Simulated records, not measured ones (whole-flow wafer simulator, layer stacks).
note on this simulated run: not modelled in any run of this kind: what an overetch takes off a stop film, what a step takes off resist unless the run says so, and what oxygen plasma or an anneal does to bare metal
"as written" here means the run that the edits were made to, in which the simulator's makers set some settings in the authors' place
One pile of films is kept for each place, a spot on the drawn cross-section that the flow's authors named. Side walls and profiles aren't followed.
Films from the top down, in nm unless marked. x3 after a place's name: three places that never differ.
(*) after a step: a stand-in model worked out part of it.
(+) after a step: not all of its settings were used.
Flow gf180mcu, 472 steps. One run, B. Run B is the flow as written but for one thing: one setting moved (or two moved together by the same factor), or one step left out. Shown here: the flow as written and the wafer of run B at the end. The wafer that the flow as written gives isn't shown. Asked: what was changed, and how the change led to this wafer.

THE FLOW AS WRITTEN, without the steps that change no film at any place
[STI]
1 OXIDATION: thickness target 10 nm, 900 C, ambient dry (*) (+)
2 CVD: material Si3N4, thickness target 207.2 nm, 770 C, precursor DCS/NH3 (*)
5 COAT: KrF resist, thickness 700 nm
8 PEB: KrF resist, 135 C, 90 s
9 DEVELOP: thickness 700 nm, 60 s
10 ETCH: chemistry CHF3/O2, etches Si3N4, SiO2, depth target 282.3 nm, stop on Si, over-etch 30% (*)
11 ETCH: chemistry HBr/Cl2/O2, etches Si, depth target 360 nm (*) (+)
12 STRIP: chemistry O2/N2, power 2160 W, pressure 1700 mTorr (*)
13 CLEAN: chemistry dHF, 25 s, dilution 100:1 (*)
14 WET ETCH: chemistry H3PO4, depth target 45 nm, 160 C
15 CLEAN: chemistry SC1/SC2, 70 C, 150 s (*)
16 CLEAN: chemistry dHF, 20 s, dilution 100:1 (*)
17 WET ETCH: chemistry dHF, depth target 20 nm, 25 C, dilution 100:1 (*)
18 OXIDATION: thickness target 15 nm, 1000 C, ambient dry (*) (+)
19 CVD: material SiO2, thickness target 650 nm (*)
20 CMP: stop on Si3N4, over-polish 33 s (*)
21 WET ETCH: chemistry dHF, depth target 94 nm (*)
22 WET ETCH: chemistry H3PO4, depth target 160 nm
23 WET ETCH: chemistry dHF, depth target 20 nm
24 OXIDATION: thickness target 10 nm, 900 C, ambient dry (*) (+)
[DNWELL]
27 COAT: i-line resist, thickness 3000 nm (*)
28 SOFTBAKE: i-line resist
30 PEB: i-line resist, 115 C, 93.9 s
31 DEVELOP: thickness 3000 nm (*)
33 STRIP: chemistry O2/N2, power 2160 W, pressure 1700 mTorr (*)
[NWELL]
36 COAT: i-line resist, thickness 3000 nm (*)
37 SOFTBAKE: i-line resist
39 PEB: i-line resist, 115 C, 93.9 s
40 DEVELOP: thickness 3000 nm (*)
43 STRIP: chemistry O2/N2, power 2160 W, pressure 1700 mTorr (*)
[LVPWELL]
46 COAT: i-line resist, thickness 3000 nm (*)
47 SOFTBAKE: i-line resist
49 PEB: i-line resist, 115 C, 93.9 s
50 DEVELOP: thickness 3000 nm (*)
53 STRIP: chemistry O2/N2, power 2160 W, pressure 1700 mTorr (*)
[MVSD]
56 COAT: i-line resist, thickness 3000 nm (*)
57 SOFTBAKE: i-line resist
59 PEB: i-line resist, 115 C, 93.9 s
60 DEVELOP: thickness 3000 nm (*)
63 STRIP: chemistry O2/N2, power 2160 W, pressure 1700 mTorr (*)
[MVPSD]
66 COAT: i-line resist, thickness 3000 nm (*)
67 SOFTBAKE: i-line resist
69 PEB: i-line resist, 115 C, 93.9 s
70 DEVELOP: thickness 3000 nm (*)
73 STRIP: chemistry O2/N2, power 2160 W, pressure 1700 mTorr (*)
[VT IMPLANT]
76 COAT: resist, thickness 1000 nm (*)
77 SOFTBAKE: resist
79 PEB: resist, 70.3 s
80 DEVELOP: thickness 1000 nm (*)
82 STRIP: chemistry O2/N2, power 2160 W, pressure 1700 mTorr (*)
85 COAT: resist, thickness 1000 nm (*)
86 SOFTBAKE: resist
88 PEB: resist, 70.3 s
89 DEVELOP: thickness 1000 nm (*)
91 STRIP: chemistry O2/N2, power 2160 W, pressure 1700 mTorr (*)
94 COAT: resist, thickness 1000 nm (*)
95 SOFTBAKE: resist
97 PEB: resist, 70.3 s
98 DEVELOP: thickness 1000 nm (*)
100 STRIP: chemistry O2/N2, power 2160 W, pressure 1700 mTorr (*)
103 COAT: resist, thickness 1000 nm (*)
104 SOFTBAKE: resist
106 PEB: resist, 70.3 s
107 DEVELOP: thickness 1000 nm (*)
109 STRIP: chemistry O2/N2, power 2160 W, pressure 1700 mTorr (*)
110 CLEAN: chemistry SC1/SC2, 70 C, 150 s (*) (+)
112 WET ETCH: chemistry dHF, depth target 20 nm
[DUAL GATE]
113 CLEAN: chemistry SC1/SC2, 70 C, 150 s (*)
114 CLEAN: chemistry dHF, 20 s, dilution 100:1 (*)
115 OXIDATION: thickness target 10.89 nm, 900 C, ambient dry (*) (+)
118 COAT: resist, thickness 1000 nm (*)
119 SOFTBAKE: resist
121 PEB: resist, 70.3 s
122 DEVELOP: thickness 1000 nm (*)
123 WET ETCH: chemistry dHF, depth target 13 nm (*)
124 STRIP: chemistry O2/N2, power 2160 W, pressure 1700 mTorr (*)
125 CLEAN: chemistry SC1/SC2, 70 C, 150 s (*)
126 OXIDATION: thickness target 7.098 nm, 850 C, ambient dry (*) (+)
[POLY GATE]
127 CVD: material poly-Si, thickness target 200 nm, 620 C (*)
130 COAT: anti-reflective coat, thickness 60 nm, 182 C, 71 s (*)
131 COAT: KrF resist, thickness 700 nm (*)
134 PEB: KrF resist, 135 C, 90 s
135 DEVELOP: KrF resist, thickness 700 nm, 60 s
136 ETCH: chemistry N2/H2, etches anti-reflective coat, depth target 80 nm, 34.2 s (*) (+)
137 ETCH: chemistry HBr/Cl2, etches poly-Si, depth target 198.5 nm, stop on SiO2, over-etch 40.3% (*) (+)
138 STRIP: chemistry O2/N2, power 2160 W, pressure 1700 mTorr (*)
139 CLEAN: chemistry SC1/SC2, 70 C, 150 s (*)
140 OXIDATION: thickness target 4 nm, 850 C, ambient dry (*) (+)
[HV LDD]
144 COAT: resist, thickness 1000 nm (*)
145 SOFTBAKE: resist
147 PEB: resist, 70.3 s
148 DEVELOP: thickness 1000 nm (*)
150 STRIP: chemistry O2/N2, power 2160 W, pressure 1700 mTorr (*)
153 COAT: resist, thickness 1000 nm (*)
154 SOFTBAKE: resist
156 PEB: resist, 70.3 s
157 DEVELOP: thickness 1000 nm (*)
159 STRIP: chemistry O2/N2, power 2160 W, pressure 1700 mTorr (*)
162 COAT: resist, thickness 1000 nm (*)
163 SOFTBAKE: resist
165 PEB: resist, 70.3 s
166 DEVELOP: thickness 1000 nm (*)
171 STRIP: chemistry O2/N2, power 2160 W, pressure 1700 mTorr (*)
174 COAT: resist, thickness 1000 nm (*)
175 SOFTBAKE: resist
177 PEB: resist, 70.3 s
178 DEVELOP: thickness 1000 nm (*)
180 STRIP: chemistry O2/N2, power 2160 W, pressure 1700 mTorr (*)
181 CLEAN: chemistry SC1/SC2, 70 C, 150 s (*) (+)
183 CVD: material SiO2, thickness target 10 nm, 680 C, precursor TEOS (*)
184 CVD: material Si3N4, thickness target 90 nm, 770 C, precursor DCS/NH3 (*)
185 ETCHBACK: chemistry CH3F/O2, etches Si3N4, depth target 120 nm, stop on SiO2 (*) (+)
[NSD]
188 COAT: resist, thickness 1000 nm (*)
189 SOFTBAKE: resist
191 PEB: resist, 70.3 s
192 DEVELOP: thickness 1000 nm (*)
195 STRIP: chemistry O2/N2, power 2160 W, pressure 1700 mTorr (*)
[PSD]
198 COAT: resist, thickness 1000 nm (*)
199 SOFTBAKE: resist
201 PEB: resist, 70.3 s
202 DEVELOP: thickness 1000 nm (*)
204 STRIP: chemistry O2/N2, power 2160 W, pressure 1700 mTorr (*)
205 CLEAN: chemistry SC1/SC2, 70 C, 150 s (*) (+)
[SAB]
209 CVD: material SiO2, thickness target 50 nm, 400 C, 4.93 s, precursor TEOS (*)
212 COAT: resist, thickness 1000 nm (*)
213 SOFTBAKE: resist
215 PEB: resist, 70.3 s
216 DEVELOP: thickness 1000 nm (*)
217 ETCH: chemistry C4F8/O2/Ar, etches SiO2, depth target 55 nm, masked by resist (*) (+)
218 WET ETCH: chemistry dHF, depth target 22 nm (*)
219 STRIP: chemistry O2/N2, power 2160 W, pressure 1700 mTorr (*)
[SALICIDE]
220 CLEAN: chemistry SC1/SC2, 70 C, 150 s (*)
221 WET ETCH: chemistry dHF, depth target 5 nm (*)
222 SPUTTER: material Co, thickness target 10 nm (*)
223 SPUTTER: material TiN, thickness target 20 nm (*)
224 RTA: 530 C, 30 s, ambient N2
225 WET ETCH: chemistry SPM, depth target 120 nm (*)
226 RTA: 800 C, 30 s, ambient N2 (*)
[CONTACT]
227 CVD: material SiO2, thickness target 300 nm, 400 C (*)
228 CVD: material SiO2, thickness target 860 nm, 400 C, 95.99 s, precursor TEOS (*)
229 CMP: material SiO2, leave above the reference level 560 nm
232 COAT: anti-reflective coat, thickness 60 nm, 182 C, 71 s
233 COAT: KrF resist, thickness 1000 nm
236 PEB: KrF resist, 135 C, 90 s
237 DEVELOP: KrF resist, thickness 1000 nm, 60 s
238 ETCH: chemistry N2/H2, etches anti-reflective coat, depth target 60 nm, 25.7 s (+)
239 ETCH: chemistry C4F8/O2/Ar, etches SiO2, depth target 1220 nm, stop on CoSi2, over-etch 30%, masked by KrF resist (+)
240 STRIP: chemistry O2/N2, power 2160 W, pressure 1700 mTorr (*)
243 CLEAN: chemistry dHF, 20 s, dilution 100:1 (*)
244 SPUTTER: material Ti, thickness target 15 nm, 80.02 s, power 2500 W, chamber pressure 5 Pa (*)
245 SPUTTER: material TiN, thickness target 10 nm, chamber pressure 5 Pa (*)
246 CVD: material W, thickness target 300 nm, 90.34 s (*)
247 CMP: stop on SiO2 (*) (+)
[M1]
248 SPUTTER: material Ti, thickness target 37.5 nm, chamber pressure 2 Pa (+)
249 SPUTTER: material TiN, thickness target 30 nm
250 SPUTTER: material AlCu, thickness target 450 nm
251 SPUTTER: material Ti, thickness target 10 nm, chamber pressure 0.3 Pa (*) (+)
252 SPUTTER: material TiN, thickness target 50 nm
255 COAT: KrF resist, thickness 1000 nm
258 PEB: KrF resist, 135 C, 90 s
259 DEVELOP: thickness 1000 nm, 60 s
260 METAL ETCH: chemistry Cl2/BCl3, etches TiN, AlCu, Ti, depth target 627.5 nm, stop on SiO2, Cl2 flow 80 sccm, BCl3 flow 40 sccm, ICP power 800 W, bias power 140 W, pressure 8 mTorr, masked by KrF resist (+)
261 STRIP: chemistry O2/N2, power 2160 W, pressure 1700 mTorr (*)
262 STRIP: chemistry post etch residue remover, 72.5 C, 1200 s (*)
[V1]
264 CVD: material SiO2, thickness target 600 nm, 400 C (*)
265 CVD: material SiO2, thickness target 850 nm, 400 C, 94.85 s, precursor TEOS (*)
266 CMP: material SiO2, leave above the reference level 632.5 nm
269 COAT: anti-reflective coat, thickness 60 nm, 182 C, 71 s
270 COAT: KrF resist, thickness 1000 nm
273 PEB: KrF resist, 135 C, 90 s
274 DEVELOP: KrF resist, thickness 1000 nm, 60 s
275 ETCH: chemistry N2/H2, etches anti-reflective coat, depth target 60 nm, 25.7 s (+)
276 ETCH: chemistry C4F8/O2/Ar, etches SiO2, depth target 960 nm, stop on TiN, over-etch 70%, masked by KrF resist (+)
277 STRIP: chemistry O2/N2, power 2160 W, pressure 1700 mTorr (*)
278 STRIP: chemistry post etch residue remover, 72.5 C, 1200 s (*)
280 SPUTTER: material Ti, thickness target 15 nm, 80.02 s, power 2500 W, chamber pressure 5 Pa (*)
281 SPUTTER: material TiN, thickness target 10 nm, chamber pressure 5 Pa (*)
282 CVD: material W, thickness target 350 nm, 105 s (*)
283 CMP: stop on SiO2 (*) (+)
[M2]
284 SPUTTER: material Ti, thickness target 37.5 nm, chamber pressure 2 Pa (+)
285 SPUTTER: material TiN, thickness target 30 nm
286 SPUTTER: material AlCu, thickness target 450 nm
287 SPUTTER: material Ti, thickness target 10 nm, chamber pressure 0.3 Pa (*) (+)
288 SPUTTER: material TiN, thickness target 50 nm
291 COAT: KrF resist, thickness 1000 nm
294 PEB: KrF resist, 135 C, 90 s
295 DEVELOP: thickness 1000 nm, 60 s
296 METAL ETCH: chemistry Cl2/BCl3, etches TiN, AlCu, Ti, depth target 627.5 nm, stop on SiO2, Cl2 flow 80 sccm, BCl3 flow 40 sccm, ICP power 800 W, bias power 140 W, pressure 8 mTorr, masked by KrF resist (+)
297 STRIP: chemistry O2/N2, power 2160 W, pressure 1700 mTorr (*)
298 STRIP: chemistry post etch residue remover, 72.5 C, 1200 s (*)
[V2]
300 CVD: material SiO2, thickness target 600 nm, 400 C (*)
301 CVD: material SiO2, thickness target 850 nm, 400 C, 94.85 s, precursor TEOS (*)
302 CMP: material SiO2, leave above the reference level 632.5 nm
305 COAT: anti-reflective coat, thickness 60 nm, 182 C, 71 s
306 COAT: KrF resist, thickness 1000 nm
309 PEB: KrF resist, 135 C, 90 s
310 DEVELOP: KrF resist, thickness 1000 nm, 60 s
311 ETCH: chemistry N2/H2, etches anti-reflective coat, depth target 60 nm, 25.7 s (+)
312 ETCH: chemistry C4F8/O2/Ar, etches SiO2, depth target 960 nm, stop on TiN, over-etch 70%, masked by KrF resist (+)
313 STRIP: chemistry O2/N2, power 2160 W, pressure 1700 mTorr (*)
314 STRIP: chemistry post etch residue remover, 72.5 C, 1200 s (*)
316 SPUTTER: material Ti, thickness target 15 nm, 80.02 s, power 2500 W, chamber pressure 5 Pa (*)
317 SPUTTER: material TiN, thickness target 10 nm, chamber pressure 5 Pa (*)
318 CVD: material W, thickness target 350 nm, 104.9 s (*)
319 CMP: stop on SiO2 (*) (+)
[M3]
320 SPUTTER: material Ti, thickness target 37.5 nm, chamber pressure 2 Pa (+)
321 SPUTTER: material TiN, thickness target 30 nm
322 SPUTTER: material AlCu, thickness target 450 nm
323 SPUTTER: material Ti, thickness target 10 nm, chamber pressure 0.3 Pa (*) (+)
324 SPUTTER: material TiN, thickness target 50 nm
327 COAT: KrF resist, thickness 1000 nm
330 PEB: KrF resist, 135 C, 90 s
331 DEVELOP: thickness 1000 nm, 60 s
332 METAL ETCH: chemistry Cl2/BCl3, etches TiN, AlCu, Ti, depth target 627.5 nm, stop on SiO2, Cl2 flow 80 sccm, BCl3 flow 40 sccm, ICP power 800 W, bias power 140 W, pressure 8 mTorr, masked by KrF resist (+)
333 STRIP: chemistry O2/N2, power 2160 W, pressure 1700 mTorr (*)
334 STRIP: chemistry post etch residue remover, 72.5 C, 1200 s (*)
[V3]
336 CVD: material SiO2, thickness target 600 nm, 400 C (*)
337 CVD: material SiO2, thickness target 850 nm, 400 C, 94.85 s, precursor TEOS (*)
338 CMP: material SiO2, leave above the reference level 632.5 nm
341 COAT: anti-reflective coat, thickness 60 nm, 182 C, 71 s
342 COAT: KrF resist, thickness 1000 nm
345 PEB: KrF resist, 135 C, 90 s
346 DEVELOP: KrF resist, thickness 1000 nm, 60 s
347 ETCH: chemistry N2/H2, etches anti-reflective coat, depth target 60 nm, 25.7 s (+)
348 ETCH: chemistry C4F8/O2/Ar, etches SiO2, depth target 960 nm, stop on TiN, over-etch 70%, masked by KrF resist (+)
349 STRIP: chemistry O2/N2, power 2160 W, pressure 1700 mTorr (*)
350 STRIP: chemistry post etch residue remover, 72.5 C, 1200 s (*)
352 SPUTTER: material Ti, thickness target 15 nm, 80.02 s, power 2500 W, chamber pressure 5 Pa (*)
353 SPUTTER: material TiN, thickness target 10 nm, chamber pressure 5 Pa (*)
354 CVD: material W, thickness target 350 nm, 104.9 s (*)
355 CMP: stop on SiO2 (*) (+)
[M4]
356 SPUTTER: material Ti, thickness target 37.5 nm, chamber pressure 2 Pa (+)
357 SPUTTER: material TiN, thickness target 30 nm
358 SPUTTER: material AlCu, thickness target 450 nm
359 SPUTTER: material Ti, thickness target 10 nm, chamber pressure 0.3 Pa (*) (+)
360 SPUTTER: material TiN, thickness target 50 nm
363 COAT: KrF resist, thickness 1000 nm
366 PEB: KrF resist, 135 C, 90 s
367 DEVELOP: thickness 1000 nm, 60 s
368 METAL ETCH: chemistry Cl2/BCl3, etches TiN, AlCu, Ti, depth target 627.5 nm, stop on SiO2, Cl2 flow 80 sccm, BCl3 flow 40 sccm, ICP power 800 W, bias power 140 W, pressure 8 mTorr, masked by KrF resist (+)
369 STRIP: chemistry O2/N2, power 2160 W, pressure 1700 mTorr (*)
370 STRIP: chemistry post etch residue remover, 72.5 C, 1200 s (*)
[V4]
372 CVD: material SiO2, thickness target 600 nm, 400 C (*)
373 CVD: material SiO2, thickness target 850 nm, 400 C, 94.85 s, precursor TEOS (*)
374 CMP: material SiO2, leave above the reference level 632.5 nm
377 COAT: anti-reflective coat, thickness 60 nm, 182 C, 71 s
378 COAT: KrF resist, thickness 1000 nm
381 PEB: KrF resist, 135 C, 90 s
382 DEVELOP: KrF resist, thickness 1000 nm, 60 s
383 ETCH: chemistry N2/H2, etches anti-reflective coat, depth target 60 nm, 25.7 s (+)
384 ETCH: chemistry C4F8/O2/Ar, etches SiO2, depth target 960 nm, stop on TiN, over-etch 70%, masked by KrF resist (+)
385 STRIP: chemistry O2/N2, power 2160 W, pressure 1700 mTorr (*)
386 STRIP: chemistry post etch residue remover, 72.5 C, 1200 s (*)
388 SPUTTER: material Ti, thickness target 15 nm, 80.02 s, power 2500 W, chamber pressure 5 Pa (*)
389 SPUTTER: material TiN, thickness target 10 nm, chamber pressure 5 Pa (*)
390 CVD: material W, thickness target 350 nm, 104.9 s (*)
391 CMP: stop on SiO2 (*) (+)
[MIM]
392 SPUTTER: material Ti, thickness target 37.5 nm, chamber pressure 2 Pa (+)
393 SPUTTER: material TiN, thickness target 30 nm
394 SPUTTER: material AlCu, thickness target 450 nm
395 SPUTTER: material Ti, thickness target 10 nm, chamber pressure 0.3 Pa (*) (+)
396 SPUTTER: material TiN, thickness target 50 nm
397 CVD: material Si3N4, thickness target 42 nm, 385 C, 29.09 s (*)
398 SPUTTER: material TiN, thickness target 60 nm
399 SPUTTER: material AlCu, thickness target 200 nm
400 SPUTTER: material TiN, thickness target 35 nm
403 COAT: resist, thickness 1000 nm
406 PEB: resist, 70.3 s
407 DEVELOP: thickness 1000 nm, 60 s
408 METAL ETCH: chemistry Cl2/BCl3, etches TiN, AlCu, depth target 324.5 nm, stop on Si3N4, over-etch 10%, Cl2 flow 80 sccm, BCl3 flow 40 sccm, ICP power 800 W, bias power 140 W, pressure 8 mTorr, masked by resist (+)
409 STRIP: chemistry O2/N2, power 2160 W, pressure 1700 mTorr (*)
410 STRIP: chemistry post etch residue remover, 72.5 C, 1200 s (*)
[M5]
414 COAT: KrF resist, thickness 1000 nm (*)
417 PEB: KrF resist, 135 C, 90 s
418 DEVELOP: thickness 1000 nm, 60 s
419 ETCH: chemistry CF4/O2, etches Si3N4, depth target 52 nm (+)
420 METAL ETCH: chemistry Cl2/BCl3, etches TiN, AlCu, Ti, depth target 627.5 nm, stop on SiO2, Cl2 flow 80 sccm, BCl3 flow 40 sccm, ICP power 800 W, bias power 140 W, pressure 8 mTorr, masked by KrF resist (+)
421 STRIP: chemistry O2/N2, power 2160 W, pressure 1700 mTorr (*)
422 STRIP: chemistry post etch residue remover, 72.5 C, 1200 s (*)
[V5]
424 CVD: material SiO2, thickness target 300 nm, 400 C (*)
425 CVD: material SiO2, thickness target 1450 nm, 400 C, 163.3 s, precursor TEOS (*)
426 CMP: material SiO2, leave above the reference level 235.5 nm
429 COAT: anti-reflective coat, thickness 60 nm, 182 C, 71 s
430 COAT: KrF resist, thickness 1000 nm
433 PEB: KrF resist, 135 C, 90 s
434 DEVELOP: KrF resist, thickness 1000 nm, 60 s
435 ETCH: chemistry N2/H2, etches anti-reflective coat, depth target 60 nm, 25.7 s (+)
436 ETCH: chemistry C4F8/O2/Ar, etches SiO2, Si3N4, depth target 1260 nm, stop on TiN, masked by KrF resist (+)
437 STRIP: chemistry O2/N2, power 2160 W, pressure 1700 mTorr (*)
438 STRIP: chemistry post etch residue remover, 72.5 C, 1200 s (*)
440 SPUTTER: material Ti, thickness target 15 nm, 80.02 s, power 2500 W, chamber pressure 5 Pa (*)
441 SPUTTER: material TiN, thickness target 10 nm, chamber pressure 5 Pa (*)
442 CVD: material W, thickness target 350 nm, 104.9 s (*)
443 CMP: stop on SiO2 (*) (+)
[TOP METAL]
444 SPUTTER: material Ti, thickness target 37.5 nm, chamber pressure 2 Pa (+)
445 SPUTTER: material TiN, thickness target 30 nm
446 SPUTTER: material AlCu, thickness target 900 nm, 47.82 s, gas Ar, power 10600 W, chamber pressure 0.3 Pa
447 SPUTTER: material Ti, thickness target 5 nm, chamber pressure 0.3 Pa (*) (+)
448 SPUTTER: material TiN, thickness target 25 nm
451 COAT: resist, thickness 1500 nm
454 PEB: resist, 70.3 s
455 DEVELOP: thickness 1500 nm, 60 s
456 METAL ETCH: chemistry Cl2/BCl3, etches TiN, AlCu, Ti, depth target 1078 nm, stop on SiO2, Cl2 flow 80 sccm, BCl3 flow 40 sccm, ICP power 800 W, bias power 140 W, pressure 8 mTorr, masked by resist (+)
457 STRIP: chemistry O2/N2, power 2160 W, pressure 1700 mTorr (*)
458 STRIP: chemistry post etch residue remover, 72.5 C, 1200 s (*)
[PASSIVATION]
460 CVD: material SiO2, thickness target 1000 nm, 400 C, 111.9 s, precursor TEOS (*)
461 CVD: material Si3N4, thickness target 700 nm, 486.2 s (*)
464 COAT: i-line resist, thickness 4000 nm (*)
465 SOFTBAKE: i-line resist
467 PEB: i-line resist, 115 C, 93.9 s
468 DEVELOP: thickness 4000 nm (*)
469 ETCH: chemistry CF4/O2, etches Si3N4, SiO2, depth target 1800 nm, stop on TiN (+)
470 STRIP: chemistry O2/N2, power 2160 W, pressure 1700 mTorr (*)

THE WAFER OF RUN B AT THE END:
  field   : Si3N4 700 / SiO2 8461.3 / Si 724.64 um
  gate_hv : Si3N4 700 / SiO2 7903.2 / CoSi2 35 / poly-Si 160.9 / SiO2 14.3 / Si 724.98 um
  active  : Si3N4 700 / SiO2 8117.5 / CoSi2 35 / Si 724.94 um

The cause: step 266, CMP: leave above the reference level 866.5 nm was run, where the flow has leave above the reference level 632.5 nm.

How the change led to this, step by step:
  266 CMP: material SiO2, leave above the reference level 632.5 nm
      field, field__w1, field__w2 and 99 more: SiO2 -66 (as written it would be: SiO2 -300)
      field__w8, contact, m1 and 6 more: SiO2 -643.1 (as written it would be: SiO2 -877.1)
  276 ETCH: chemistry C4F8/O2/Ar, etches SiO2, depth target 960 nm, stop on TiN, over-etch 70%, masked by KrF resist (+)
      contact: SiO2 -806.5 (all of it) (as written it would be: SiO2 -572.5 (all of it))
  280 SPUTTER: material Ti, thickness target 15 nm, 80.02 s, power 2500 W, chamber pressure 5 Pa (*)
      contact: Ti +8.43 (new film) (as written it would be: Ti +9.65 (new film))
  281 SPUTTER: material TiN, thickness target 10 nm, chamber pressure 5 Pa (*)
      contact: TiN +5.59 (new film) (as written it would be: TiN +6.4 (new film))
  282 CVD: material W, thickness target 350 nm, 105 s (*)
      contact: W +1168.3 (new film) (as written it would be: W +932.3 (new film))
